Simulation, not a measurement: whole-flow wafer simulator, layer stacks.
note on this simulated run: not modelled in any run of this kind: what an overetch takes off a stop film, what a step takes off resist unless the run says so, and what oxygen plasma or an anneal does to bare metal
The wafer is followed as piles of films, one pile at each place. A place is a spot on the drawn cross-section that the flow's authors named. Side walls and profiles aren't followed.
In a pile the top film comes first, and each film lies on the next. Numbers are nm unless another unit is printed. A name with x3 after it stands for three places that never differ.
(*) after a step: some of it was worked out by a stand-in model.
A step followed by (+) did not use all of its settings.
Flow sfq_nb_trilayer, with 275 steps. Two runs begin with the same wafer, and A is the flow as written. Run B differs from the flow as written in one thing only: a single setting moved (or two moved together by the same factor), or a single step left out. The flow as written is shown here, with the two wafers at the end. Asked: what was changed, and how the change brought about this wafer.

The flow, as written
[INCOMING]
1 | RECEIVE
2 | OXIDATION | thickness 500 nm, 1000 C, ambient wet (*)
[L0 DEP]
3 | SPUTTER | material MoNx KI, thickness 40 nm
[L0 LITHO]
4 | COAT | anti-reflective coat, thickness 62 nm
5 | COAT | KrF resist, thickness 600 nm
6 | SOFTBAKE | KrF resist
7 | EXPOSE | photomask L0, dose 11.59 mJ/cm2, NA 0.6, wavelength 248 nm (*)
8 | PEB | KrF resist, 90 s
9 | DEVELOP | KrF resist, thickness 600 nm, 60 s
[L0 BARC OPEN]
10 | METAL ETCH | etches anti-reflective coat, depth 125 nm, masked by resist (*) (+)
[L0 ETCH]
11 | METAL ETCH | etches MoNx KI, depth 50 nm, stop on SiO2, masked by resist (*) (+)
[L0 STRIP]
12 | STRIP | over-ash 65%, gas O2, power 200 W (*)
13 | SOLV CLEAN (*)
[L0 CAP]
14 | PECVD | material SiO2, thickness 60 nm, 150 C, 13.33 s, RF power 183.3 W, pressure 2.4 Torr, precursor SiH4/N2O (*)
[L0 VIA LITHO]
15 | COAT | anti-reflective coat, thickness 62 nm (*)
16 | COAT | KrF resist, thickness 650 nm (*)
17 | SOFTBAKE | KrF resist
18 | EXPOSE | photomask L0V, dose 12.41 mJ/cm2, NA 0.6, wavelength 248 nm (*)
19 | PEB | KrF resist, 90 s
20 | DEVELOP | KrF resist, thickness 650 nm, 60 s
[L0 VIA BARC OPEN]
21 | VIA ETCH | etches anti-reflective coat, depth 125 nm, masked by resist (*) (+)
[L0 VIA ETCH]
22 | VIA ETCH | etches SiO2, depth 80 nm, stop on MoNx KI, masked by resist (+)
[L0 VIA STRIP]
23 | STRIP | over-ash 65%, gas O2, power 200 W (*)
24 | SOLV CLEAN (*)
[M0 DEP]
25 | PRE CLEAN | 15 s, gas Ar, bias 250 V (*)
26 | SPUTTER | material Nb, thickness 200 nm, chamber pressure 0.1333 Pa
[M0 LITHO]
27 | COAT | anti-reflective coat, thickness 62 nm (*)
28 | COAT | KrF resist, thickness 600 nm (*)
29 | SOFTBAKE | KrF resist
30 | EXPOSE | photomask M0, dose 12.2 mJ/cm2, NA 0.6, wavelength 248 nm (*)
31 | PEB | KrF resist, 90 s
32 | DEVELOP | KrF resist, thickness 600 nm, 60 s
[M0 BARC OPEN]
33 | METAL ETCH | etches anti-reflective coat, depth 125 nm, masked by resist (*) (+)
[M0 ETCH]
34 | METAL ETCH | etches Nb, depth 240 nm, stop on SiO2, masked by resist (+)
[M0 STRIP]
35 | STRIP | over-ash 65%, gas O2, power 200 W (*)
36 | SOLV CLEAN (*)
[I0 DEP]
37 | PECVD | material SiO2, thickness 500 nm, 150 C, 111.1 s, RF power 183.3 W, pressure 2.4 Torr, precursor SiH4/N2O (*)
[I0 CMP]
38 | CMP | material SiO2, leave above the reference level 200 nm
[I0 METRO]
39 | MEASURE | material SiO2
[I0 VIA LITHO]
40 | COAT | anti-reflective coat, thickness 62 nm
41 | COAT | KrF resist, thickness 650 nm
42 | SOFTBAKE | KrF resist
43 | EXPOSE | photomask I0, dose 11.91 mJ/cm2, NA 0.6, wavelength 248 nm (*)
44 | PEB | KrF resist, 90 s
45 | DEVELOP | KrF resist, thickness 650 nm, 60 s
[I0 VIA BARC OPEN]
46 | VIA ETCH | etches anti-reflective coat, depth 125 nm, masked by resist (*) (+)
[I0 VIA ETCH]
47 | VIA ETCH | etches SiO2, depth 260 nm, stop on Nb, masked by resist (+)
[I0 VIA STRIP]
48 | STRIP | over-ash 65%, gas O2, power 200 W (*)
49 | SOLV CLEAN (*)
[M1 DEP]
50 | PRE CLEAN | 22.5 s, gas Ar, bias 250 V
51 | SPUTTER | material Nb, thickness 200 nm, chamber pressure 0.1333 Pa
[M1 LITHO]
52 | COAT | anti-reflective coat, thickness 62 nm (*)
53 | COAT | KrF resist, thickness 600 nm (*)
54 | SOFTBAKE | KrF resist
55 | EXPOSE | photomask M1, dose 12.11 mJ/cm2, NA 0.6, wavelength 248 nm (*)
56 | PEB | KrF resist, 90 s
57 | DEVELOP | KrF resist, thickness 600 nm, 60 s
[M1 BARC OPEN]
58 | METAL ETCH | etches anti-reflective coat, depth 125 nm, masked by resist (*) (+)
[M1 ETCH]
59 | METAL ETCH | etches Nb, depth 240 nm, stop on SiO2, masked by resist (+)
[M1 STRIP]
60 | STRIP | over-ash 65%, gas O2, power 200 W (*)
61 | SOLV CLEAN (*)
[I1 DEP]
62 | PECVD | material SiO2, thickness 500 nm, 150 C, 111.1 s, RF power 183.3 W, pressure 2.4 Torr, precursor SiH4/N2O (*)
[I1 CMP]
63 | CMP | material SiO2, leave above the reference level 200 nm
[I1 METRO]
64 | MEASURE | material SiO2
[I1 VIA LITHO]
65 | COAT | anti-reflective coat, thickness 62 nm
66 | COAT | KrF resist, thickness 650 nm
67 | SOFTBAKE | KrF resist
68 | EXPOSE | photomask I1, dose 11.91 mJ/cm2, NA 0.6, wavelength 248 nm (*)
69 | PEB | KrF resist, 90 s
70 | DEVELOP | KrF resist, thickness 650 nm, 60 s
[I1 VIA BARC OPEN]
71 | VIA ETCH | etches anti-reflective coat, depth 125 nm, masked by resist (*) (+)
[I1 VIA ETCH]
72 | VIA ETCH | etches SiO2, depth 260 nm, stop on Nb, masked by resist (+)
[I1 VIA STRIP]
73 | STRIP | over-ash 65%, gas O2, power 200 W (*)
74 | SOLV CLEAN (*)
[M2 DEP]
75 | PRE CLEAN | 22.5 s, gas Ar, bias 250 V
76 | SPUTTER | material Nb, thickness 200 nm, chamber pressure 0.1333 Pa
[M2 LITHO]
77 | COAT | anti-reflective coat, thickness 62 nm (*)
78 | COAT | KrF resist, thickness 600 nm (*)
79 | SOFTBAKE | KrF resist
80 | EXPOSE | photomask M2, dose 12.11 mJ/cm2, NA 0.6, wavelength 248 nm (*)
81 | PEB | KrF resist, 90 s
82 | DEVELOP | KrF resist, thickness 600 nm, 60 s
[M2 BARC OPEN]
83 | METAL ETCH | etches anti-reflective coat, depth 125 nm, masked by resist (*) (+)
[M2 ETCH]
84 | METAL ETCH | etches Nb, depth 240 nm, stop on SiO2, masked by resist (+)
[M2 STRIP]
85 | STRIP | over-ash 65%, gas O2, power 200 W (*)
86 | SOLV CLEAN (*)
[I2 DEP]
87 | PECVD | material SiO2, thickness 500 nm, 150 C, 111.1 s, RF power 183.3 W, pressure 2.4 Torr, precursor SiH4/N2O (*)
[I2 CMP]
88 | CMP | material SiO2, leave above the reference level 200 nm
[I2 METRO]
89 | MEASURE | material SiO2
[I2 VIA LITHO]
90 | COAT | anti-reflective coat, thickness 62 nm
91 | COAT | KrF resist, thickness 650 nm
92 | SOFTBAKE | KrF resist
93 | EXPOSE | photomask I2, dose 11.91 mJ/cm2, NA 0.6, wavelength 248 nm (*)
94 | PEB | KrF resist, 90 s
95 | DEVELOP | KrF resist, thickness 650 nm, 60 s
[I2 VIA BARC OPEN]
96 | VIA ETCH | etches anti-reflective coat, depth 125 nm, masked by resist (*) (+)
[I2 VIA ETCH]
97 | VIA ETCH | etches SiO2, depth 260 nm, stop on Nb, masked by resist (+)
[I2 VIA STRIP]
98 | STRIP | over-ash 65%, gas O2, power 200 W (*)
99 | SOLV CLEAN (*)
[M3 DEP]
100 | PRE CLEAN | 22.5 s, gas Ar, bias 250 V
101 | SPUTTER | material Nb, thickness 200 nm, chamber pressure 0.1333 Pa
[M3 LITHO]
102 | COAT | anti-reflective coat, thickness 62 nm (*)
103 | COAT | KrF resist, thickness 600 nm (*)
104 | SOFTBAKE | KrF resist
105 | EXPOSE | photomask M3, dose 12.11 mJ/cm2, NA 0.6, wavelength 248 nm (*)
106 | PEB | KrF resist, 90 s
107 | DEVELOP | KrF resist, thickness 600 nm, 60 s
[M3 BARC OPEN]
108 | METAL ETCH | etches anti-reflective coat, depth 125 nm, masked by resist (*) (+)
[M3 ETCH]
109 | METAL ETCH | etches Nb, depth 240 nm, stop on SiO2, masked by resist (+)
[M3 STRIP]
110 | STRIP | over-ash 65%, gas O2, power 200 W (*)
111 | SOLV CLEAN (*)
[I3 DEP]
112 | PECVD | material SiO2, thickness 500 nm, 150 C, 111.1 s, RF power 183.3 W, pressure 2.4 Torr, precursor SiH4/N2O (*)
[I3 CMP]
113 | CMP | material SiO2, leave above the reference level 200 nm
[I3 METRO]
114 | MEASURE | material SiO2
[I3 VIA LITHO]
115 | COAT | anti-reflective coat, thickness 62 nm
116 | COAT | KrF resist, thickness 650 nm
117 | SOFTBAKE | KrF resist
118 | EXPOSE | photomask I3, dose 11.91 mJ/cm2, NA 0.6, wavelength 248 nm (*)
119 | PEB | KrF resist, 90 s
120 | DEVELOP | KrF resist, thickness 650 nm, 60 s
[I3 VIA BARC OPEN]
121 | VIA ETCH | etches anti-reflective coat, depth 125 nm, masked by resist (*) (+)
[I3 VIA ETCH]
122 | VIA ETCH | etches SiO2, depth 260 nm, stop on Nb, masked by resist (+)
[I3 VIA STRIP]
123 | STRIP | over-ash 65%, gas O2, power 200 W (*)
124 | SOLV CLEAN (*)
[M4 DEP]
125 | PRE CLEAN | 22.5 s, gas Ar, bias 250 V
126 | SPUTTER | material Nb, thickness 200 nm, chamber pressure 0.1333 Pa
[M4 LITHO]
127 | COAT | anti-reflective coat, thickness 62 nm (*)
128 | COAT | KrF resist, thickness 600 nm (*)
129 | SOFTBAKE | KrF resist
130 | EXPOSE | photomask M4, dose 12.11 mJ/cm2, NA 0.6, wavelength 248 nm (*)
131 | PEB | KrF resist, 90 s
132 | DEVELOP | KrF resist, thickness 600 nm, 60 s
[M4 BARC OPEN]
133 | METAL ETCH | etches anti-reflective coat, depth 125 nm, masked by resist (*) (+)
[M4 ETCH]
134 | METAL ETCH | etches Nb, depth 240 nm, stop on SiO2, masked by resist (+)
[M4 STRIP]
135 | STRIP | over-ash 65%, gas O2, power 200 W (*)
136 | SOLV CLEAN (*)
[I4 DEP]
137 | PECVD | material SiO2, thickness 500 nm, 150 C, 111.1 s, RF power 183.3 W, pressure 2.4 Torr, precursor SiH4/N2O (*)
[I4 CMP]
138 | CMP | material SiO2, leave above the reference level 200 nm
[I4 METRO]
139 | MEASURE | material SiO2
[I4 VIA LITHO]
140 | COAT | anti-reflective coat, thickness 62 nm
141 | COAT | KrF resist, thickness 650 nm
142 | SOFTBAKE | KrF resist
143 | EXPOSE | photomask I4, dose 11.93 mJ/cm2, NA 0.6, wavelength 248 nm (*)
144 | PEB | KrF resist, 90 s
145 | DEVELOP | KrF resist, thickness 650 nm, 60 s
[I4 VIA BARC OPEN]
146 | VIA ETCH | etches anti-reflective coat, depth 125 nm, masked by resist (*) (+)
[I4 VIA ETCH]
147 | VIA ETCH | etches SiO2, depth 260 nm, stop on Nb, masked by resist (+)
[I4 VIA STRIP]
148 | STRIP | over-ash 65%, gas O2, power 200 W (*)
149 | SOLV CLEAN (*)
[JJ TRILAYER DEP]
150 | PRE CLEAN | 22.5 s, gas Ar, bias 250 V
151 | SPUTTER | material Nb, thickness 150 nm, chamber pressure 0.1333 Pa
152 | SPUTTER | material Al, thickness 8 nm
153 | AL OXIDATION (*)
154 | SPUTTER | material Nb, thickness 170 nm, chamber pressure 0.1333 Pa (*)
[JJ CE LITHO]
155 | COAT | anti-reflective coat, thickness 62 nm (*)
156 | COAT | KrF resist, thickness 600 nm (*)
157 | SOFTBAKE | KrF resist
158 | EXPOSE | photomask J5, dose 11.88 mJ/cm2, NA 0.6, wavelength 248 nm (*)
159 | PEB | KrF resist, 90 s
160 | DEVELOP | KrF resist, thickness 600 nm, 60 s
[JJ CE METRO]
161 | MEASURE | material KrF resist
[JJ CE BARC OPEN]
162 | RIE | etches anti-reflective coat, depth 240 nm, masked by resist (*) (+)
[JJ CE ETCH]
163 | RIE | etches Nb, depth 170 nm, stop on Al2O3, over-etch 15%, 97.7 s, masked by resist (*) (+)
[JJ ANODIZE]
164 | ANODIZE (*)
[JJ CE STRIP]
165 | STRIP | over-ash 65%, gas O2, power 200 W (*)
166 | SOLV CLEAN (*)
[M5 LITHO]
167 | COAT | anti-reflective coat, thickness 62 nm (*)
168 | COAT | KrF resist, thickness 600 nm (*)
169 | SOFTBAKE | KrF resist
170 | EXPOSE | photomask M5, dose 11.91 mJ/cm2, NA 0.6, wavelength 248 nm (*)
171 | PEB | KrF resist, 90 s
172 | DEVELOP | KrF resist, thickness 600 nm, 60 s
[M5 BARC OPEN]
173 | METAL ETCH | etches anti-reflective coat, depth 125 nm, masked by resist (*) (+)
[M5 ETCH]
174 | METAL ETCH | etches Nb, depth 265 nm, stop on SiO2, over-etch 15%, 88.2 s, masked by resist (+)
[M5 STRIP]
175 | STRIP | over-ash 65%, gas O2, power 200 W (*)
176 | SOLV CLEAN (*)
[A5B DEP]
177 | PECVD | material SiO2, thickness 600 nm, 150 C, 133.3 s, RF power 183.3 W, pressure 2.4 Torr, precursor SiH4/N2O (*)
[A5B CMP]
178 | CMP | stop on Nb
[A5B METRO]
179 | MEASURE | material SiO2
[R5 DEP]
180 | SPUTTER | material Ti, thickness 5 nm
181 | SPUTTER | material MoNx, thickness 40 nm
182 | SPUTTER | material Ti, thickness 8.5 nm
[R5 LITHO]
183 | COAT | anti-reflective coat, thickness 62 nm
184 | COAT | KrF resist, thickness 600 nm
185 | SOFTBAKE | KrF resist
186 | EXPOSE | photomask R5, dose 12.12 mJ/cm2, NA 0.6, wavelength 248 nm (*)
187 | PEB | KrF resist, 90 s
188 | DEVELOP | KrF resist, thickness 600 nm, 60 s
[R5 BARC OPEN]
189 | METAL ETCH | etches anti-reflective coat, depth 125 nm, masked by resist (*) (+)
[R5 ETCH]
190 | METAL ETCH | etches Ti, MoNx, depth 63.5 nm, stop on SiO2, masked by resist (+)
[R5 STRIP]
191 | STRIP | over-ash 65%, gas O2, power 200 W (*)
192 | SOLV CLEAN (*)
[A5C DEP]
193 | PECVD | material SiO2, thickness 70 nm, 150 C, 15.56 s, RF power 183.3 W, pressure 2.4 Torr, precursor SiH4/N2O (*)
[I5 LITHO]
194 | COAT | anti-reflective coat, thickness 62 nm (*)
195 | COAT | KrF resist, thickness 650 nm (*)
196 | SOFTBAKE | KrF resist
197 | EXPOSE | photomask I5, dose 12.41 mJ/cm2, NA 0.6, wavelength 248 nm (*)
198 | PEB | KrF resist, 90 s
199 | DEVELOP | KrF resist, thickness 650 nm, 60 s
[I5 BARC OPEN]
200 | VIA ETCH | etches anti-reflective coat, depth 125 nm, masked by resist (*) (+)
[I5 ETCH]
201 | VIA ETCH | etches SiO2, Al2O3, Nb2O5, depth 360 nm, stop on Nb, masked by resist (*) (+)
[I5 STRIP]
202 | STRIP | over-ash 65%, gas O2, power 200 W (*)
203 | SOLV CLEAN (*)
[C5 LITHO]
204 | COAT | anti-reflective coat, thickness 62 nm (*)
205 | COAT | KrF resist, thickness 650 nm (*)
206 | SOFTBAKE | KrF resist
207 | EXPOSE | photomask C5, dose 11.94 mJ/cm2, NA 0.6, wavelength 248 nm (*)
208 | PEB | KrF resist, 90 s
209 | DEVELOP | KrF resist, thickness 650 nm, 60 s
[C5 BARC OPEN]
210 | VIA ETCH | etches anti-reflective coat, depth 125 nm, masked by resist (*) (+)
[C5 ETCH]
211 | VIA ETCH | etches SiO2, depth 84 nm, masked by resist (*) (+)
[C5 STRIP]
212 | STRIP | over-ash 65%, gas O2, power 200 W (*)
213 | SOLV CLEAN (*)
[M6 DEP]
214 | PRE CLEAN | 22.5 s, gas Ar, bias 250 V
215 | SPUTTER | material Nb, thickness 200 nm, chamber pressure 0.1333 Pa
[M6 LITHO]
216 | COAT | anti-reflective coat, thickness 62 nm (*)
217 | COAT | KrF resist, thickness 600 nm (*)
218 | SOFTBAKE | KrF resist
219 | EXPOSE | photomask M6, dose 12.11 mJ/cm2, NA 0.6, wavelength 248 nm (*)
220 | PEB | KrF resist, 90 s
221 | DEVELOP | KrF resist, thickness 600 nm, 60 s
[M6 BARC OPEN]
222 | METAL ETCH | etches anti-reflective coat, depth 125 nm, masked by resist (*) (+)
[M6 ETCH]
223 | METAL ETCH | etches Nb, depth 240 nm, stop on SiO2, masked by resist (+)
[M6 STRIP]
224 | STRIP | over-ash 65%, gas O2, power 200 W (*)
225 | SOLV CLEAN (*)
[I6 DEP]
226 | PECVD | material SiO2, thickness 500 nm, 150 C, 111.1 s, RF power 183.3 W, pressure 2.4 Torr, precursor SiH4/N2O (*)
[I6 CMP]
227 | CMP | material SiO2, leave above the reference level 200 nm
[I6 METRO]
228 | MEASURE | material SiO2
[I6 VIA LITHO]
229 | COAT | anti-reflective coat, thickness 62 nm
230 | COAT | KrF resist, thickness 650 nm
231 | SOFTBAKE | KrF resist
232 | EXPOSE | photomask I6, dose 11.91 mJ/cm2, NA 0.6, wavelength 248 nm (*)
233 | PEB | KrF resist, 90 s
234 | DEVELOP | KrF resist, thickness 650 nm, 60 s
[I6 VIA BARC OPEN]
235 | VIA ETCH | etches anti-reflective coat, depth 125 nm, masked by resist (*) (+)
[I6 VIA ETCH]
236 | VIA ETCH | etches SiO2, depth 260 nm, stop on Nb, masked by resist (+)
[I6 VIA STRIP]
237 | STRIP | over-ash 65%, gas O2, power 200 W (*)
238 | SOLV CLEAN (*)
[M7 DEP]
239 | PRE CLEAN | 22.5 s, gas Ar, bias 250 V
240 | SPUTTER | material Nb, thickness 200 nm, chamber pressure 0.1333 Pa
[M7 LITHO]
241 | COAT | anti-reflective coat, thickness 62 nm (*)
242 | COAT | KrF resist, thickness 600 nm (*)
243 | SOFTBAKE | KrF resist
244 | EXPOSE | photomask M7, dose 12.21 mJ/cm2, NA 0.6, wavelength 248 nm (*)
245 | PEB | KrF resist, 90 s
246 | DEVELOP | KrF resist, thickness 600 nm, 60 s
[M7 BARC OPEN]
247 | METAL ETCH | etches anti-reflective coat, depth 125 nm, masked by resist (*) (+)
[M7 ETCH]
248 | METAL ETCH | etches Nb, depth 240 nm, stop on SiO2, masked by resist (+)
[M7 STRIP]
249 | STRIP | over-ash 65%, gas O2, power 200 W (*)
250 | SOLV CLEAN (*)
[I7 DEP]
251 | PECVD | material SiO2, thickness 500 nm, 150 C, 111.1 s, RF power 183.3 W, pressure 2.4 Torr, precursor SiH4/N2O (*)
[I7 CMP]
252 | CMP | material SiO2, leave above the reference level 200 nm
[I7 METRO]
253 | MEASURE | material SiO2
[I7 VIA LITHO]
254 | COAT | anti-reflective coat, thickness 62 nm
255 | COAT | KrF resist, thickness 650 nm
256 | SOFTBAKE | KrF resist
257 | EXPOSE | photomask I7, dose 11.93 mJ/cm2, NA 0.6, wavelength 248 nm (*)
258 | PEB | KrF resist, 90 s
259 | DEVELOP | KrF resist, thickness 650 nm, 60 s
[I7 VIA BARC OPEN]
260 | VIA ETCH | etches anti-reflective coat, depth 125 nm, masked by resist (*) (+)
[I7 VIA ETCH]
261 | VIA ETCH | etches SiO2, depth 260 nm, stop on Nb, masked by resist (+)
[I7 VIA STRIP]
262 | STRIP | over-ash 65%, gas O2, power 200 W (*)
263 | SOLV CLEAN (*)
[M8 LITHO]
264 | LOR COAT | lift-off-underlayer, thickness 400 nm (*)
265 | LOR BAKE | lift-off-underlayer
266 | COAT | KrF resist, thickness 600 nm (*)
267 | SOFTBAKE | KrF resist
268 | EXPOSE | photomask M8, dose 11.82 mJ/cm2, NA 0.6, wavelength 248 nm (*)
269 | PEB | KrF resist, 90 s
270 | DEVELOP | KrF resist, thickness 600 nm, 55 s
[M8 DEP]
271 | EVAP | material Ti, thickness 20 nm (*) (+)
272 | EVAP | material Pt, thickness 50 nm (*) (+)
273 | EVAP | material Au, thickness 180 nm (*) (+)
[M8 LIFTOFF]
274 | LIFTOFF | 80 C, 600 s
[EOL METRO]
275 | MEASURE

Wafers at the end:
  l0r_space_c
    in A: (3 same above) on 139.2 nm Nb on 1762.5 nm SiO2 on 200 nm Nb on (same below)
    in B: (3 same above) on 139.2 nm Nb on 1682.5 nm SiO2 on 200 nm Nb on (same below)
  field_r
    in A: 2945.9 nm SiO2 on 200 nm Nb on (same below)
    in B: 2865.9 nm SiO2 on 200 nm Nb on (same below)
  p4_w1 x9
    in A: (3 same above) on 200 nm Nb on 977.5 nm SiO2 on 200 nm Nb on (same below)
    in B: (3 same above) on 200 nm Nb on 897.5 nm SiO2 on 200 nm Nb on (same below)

Cause: step 76, SPUTTER: thickness 120 nm was run, whereas the flow has thickness 200 nm.

How this came from the change, step by step:
  76 | SPUTTER | material Nb, thickness 200 nm, chamber pressure 0.1333 Pa
      field_l, v_sur, via_wl and 102 more: A Nb gains 200 (new film) | B Nb gains 120 (new film)
      via_v: A Nb gains 174.5 | B Nb gains 105.5
  77 | COAT | anti-reflective coat, thickness 62 nm (*)
      via_v: A anti-reflective coat gains 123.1 (new film) | B anti-reflective coat gains 119.4 (new film)
  84 | METAL ETCH | etches Nb, depth 240 nm, stop on SiO2, masked by resist (+)
      field_l, be, be_sur and 81 more: A Nb loses 200 (all of it) | B Nb loses 120 (all of it)
      v_sur, via_wl, via_w and 19 more: A KrF resist loses 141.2 | B KrF resist loses 105.9
  85 | STRIP | over-ash 65%, gas O2, power 200 W (*)
      wl_j_sl, wl_jj, wl_j_sr and 12 more: A KrF resist loses 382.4 (all of it), anti-reflective coat loses 62 (all of it) | B KrF resist loses 417.7 (all of it), anti-reflective coat loses 62 (all of it)
      v_sur: A KrF resist loses 380 (all of it), anti-reflective coat loses 61.4 (all of it) | B KrF resist loses 415.4 (all of it), anti-reflective coat loses 61.4 (all of it)
      (also at 6 further places)
  87 | PECVD | material SiO2, thickness 500 nm, 150 C, 111.1 s, RF power 183.3 W, pressure 2.4 Torr, precursor SiH4/N2O (*)
      via_v: A SiO2 gains 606 (new film) | B SiO2 gains 586.4 (new film)
  88 | CMP | material SiO2, leave above the reference level 200 nm
      field_l, be, be_sur and 81 more: A SiO2 loses 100 | B SiO2 loses 180
      via_v: A SiO2 loses 181.6 | B SiO2 loses 172.9
